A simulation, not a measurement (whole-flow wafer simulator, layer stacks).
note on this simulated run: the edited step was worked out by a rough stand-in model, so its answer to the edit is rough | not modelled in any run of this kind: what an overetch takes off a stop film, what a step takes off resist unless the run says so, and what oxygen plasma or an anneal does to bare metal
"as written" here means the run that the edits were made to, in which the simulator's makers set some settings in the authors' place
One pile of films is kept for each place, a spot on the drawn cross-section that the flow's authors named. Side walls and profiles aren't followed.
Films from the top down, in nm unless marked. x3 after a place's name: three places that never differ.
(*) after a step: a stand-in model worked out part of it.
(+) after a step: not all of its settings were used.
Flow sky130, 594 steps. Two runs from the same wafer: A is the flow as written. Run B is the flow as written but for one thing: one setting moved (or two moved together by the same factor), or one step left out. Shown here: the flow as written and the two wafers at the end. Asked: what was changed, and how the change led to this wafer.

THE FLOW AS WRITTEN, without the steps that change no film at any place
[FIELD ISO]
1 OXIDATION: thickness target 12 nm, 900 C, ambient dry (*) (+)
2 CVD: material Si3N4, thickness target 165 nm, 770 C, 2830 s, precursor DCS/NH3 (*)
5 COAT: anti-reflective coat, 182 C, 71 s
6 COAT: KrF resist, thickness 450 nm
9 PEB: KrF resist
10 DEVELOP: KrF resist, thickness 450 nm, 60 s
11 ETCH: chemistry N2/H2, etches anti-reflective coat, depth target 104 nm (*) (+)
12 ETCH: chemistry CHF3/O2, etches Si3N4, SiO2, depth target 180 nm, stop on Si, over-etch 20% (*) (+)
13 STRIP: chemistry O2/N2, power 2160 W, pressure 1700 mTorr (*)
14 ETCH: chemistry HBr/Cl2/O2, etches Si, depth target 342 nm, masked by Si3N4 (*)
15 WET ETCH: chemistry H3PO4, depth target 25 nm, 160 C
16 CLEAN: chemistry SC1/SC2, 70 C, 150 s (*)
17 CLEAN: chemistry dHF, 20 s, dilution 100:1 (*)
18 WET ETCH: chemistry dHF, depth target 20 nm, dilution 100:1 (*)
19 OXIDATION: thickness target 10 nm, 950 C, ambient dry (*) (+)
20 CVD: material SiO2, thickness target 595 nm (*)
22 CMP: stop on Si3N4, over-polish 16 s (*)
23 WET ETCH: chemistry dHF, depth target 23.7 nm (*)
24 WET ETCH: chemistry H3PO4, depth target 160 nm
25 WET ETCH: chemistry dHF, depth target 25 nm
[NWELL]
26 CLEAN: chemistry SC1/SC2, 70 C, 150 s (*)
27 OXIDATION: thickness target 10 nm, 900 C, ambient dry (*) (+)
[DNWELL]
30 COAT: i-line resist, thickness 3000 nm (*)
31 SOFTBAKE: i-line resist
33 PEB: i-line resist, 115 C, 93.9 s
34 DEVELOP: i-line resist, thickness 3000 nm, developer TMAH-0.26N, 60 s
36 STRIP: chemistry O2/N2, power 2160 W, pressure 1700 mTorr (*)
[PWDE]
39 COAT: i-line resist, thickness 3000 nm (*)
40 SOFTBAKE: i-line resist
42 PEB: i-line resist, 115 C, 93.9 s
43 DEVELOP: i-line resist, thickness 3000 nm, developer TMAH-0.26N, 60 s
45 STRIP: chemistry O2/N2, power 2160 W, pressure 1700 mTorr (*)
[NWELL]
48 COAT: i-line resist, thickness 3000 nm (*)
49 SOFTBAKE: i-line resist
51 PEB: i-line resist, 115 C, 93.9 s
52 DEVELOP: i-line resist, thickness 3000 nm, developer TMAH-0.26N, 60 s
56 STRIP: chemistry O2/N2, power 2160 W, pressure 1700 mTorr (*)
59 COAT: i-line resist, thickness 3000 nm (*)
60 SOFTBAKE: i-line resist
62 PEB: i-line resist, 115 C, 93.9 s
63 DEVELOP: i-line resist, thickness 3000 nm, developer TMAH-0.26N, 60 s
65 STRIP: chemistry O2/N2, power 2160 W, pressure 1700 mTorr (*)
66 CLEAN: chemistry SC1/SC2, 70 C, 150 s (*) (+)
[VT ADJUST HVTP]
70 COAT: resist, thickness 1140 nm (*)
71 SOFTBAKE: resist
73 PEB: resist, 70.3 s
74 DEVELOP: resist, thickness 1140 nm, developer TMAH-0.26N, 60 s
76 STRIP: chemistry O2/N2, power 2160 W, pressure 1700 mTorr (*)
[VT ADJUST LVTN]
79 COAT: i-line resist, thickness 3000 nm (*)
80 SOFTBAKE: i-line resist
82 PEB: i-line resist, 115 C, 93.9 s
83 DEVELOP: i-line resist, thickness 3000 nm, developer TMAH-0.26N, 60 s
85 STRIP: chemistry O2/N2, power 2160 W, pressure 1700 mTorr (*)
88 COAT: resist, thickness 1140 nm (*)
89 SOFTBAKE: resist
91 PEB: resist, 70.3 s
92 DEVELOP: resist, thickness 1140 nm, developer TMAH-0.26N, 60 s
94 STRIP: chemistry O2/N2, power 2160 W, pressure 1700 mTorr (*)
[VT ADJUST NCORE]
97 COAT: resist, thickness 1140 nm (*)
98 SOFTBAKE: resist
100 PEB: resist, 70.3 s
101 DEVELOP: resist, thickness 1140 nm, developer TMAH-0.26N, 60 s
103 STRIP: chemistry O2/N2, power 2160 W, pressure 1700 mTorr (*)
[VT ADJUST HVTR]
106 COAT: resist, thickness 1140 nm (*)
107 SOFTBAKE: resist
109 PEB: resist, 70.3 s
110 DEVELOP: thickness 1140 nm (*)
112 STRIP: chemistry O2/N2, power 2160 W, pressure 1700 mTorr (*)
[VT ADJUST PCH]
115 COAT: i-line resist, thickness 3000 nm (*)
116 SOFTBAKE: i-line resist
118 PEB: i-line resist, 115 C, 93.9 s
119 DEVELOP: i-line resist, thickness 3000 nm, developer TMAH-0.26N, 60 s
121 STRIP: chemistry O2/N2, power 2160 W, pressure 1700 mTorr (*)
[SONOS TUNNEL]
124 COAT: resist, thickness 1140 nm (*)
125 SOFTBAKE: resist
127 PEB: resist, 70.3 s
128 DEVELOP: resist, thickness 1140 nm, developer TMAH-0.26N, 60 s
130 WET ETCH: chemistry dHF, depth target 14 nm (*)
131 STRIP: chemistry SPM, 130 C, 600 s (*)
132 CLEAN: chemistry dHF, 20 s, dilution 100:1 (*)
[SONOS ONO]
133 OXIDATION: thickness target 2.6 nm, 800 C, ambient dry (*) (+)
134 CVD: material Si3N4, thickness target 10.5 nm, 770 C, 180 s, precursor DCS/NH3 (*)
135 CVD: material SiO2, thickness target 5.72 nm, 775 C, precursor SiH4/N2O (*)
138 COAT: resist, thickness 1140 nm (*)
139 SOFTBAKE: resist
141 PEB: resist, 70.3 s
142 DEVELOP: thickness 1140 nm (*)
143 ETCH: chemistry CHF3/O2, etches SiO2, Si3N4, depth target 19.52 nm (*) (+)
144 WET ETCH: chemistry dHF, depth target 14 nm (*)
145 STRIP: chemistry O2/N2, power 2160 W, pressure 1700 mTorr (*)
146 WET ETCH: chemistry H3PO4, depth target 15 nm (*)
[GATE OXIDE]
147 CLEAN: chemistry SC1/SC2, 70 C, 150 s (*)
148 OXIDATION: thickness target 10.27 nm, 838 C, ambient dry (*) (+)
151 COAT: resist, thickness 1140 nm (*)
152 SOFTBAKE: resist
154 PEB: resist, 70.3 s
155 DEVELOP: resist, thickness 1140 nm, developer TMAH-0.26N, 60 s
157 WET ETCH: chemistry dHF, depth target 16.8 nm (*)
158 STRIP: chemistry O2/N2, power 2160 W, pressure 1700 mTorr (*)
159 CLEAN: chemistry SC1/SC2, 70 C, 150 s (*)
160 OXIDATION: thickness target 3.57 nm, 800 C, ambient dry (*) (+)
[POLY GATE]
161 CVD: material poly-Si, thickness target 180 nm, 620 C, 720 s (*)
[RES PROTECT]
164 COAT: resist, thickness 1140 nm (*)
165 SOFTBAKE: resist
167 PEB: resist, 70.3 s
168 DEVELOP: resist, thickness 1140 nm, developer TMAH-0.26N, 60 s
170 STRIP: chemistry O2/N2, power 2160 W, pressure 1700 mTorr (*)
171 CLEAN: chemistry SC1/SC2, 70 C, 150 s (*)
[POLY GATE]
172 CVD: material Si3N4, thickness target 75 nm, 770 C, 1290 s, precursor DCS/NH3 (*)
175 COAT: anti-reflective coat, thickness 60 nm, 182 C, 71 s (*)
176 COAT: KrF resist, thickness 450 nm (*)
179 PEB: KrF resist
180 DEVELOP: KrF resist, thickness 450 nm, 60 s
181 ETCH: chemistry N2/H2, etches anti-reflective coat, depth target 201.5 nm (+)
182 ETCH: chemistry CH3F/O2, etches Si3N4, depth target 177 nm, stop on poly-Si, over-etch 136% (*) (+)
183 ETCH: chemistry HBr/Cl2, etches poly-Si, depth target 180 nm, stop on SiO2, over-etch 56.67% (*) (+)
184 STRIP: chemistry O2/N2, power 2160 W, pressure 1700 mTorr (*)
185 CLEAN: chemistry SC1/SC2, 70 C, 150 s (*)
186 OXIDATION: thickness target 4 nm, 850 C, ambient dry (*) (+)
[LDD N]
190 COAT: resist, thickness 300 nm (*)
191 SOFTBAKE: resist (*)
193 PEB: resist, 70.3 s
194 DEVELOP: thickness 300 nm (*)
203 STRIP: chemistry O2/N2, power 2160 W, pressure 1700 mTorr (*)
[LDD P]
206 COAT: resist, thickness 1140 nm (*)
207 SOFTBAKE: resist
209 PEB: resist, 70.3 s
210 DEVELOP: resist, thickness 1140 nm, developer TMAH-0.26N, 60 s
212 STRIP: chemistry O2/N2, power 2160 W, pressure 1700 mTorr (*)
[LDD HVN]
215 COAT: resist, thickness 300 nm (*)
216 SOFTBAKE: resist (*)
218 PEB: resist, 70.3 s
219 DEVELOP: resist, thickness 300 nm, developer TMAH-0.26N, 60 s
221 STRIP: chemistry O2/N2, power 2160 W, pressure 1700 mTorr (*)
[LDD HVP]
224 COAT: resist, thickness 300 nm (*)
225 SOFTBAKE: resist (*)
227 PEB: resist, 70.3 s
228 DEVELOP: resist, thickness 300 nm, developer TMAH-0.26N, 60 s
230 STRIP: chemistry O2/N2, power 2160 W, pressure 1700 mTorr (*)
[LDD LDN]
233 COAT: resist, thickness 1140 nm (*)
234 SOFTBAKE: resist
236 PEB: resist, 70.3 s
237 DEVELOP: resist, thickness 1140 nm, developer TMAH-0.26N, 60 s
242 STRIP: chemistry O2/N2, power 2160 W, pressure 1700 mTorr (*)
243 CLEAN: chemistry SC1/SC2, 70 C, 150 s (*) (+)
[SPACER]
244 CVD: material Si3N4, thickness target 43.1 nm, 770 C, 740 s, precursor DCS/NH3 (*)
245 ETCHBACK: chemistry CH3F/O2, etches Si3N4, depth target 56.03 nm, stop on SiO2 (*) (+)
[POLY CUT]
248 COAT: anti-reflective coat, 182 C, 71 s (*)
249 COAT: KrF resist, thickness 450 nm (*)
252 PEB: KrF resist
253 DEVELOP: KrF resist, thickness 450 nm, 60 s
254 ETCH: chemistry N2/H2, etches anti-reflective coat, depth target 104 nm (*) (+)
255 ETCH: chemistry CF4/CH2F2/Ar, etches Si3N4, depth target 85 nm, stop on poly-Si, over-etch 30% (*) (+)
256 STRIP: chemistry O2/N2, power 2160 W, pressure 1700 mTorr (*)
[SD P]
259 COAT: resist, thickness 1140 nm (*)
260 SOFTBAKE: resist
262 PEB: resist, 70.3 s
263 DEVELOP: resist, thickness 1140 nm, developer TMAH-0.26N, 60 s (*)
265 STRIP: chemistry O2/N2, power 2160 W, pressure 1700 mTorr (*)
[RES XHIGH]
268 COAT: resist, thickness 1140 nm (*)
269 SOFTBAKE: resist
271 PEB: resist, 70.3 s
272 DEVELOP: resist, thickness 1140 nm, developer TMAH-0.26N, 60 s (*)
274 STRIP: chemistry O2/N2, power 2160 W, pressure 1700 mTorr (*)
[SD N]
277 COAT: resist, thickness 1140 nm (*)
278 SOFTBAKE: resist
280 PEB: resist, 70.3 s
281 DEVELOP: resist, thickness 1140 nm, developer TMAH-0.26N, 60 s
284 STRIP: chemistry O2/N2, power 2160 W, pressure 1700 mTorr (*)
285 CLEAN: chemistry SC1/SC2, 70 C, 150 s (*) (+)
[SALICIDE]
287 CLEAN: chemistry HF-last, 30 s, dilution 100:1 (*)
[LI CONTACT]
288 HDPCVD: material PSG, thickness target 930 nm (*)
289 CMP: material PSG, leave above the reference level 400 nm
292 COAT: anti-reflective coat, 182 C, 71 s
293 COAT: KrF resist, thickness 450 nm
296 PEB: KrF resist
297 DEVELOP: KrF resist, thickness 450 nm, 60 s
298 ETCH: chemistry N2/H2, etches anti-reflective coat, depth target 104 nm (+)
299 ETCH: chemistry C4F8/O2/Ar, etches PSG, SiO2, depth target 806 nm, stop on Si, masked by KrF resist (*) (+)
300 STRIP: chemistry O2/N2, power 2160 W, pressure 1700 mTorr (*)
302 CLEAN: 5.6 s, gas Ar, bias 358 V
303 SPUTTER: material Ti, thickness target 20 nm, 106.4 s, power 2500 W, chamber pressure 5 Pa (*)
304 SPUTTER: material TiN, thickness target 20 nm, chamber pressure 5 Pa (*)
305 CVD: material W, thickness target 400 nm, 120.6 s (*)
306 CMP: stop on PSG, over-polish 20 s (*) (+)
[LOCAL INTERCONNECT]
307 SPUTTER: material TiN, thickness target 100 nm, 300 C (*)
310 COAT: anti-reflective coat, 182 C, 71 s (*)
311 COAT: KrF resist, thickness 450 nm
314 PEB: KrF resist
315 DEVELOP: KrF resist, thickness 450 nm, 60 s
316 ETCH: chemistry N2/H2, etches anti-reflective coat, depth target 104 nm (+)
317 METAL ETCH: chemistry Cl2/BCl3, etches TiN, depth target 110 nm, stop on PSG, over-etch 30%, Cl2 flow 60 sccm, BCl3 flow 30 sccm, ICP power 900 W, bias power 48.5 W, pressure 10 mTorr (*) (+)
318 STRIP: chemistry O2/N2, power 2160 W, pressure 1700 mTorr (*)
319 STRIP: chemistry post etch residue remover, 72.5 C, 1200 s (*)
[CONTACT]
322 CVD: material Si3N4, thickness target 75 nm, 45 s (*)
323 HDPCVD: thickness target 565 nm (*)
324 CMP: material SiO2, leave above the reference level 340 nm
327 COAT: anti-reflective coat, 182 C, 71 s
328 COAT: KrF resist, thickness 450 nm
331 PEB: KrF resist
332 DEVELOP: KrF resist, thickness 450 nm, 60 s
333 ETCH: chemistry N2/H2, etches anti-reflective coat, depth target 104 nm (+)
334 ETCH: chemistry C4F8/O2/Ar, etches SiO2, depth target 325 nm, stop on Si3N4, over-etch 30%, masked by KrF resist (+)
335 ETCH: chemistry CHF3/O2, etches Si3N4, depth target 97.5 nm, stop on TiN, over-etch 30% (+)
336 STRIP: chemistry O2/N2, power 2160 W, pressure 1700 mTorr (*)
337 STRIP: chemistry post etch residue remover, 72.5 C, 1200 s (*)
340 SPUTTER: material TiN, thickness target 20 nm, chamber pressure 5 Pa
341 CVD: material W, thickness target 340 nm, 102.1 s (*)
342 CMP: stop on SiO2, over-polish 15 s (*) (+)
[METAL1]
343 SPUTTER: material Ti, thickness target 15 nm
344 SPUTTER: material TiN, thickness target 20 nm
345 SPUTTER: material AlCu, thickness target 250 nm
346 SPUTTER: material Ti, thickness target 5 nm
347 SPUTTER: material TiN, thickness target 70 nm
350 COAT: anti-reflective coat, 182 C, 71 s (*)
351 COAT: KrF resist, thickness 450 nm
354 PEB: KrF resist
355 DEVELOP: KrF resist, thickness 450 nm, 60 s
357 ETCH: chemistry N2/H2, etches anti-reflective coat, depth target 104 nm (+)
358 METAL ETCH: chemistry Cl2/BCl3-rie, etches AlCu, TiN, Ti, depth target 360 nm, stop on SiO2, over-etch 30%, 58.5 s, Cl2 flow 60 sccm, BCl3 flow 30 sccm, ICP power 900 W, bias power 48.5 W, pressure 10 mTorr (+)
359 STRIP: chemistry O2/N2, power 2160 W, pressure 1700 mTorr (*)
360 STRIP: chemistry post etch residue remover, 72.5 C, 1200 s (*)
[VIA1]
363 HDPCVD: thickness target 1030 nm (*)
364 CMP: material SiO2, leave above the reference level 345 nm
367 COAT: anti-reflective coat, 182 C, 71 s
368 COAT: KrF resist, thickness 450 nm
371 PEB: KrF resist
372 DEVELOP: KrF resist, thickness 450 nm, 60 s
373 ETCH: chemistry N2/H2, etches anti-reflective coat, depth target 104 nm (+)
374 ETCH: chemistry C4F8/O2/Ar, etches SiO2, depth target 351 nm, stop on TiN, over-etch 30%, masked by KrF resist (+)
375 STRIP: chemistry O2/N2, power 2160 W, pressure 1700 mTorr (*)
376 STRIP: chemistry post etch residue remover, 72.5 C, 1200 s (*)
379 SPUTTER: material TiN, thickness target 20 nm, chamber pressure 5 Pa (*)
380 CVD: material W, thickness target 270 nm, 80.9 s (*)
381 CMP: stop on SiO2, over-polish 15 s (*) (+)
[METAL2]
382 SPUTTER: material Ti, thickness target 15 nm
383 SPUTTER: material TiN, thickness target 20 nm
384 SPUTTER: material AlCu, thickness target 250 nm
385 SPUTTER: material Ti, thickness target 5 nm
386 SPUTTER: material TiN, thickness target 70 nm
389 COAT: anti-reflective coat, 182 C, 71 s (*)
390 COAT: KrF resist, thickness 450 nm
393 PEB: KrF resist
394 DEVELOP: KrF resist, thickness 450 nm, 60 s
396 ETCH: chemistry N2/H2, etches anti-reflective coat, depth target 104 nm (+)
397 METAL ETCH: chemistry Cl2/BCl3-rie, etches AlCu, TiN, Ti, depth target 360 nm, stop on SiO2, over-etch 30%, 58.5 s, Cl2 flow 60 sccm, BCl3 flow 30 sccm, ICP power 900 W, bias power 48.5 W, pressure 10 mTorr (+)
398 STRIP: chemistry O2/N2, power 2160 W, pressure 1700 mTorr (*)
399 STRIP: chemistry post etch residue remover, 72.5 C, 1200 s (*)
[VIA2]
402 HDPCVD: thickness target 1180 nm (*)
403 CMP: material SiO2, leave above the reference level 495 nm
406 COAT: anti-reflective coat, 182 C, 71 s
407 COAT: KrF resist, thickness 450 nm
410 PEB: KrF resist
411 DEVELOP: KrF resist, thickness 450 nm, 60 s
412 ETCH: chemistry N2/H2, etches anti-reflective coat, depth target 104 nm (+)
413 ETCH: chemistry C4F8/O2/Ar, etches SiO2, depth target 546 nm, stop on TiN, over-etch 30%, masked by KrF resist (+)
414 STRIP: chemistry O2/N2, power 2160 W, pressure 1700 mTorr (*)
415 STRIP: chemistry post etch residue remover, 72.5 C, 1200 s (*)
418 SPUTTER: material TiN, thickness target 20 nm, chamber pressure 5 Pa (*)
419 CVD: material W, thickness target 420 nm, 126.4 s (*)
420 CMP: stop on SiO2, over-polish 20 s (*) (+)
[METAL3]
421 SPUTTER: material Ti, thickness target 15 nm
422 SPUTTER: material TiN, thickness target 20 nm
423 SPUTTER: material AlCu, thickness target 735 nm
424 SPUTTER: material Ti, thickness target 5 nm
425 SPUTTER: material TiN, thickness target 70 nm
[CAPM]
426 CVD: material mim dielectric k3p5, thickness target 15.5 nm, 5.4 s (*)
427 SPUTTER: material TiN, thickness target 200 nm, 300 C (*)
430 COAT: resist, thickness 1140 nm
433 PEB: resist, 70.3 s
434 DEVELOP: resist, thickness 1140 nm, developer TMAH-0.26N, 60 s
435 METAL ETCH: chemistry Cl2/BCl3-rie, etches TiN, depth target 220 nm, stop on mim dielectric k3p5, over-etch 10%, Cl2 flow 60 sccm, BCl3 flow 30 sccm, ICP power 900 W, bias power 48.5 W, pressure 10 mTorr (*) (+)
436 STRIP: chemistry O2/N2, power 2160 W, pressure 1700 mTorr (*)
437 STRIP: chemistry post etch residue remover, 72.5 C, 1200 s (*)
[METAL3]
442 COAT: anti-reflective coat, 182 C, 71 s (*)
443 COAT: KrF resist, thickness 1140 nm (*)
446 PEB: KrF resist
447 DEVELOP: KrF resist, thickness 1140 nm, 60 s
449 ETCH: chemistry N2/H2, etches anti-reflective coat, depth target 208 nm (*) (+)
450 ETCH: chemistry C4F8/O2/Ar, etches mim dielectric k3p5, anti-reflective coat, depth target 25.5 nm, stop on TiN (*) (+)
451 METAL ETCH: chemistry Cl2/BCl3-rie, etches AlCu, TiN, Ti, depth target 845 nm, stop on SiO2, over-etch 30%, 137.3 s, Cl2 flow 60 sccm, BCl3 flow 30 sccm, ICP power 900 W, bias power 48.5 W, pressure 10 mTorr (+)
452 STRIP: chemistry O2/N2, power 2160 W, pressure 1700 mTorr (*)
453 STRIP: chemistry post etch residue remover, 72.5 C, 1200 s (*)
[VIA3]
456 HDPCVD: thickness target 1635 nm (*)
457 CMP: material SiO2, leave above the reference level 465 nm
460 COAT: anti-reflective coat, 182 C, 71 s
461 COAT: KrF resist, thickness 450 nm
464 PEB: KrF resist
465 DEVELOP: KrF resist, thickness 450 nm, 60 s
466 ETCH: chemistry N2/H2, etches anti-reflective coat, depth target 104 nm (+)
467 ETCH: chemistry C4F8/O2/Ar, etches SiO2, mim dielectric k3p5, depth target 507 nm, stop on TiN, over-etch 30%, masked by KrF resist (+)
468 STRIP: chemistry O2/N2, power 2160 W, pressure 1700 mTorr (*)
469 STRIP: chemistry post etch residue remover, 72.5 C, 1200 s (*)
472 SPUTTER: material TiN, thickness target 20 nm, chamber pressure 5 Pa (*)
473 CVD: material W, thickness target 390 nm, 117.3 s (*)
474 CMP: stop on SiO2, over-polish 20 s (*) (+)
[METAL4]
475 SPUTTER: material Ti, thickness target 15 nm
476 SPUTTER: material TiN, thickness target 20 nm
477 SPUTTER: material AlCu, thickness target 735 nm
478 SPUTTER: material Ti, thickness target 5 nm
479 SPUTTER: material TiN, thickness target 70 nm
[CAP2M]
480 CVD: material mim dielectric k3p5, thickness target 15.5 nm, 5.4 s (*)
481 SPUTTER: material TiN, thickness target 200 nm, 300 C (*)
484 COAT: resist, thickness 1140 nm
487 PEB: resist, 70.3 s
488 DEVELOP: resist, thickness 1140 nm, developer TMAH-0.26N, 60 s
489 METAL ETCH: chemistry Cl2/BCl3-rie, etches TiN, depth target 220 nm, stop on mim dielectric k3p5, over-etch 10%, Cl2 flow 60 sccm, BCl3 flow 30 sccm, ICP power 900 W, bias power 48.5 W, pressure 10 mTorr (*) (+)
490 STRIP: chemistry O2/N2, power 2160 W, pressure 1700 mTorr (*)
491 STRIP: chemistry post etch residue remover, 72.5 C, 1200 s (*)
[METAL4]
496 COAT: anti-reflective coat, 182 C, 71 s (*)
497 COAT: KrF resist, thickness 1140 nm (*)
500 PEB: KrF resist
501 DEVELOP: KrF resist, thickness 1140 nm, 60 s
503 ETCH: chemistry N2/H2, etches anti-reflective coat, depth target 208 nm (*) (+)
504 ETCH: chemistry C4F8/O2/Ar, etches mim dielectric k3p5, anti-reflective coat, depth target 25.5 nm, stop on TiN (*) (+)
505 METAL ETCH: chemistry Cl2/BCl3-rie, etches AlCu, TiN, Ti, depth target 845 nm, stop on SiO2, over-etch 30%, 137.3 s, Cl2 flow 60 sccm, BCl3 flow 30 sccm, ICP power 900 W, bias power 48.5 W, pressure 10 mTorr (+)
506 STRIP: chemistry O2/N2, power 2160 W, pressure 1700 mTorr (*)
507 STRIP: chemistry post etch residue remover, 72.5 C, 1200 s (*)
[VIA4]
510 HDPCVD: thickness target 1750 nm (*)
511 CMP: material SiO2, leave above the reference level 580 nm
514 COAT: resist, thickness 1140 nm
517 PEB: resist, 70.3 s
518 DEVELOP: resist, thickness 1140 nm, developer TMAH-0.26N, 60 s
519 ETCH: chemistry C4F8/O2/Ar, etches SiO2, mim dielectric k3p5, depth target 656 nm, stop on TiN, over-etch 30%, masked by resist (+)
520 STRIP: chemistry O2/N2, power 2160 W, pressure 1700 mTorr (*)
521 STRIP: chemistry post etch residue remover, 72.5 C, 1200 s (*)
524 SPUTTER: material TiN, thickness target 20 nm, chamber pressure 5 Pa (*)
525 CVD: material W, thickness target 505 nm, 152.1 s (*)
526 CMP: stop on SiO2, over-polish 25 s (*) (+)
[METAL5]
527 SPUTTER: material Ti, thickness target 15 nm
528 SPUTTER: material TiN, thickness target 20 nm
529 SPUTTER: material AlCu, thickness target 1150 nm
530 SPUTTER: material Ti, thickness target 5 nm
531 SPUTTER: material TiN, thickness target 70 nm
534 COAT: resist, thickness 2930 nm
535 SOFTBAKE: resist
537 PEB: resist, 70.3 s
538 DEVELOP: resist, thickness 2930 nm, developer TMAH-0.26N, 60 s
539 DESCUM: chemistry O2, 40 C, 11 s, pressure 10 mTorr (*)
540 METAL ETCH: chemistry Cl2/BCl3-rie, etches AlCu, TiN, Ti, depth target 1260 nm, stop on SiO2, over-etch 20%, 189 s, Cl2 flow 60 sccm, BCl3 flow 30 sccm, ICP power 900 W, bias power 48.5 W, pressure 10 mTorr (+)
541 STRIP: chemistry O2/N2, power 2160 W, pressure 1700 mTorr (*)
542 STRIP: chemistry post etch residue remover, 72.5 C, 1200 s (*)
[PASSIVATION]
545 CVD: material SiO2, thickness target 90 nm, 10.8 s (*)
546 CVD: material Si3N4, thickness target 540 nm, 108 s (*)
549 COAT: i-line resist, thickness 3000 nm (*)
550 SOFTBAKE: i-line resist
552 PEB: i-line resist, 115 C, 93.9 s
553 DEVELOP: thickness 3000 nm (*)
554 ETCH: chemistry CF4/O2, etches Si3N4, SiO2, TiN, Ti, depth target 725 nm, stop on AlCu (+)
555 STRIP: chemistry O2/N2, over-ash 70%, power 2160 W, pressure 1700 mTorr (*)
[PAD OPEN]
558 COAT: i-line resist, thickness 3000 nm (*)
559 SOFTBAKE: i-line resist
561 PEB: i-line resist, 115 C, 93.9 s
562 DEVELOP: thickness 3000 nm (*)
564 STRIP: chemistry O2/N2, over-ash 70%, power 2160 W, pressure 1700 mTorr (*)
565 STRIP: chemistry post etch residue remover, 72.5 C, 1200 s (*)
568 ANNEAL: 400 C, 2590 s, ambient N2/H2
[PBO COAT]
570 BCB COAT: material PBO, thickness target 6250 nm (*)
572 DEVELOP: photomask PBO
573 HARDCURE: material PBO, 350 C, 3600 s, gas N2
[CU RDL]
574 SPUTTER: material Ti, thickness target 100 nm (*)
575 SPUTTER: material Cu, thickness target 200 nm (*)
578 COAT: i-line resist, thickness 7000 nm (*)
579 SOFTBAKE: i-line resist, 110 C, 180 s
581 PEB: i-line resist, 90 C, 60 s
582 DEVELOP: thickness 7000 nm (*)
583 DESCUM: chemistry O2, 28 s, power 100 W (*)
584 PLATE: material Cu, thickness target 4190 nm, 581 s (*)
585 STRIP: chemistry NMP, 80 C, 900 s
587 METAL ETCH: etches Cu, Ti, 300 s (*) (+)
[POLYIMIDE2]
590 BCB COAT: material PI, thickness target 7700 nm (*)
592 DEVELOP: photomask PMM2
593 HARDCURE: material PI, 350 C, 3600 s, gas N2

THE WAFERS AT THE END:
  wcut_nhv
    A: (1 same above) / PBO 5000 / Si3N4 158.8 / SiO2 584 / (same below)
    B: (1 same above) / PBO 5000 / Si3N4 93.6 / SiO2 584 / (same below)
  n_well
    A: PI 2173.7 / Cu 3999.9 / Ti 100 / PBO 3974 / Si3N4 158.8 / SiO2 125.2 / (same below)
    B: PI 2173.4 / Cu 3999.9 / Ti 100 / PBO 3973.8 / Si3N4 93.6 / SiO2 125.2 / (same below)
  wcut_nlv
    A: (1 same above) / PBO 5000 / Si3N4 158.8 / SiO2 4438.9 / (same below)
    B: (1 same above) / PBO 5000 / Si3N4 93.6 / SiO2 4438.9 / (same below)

The cause: step 546, CVD: thickness target 319 nm was run, where the flow has thickness target 540 nm; step 546, CVD: 63.7 s was run, where the flow has 108 s.

How the change led to this, step by step:
  546 CVD: material Si3N4, thickness target 540 nm, 108 s (*)
      field, active, n_well and 190 more: A Si3N4 +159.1 (new film) | B Si3N4 +93.9 (new film)
  550 SOFTBAKE: i-line resist
      gate_p_lvt, iso_guard_hv_nw: A i-line resist +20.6 | B i-line resist +18.7
      active: A i-line resist +12 | B i-line resist +10.7
      (and at 58 more places)
  554 ETCH: chemistry CF4/O2, etches Si3N4, SiO2, TiN, Ti, depth target 725 nm, stop on AlCu (+)
      field, active, n_well and 189 more: A i-line resist -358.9 | B i-line resist -293.7
      pad: A Si3N4 -159.1 (all of it), SiO2 -125.2 (all of it), TiN -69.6 (all of it), Ti -5 (all of it) | B Si3N4 -93.9 (all of it), SiO2 -125.2 (all of it), TiN -69.6 (all of it), Ti -5 (all of it)
  555 STRIP: chemistry O2/N2, over-ash 70%, power 2160 W, pressure 1700 mTorr (*)
      gate_hv, dice_street, iso_guard and 83 more: A i-line resist -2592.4 (all of it) | B i-line resist -2657.6 (all of it)
      n_well, p_well, sd_n, sd_p: A i-line resist -1340.8 (all of it) | B i-line resist -1406.1 (all of it)
      (and at 102 more places)
  558 COAT: i-line resist, thickness 3000 nm (*)
      pad: A i-line resist +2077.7 (new film) | B i-line resist +2012.1 (new film)
  559 SOFTBAKE: i-line resist
      gate_p_lvt, iso_guard_hv_nw: A i-line resist +20.6 | B i-line resist +18.7
      field: A i-line resist +12.5 | B i-line resist +11.1
      (and at 65 more places)
  561 PEB: i-line resist, 115 C, 93.9 s
      pad: A i-line resist -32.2 | B i-line resist -31.1
  562 DEVELOP: thickness 3000 nm (*)
      pad: A i-line resist -2045.5 (all of it) | B i-line resist -1981 (all of it)
  578 COAT: i-line resist, thickness 7000 nm (*)
      pad: A i-line resist +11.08 um (new film) | B i-line resist +11.02 um (new film)
  579 SOFTBAKE: i-line resist, 110 C, 180 s
      mim, vcap_hvt: A i-line resist -16.8 | B i-line resist -15.7
      ndiff_licon_rim, ndiff_licon: A i-line resist -8.01 | B i-line resist -6.9
      (and at 27 more places)
  582 DEVELOP: thickness 7000 nm (*)
      pad: A i-line resist -11.08 um (all of it) | B i-line resist -11.02 um (all of it)
